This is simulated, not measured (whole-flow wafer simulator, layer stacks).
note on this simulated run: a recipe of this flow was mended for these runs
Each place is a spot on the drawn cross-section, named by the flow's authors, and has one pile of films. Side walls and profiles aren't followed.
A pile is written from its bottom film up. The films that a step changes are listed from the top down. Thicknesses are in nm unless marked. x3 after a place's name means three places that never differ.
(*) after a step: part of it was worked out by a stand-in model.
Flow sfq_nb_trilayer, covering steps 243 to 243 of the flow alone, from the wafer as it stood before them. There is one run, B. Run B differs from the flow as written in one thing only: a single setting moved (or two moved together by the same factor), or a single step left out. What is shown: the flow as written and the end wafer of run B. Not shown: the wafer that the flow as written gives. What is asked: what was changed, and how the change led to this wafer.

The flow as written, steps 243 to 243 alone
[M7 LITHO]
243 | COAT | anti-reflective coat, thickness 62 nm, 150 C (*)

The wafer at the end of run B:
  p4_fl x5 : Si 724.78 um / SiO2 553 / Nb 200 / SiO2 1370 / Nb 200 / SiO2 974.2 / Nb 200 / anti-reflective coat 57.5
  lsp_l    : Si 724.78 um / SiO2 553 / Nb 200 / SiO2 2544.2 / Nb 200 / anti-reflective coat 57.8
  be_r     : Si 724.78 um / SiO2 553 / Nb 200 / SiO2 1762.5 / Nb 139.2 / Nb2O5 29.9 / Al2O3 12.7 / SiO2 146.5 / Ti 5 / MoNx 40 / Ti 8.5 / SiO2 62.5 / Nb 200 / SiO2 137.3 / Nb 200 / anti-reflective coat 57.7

What caused this: step 243, COAT: thickness 57.5 nm was run, though the flow has thickness 62 nm.
One can read it off the wafer: p4_fl x5 has anti-reflective coat 57.5, and step 243 as written asks for 62 nm.

How this came from the change, step by step:
  243 | COAT | anti-reflective coat, thickness 62 nm, 150 C (*)
      p4_fl x5, p4_w1 x9, p3_s0 x15 and 48 more: anti-reflective coat gains 57.5 (new film) (it would be, as written: anti-reflective coat gains 62 (new film))
      lsp_l, ln_m5, lsp_m, ln_m6, lsp_r, l0_sur, l0v: anti-reflective coat gains 57.8 (new film) (it would be, as written: anti-reflective coat gains 62.3 (new film))
      (and at 22 other places as well)
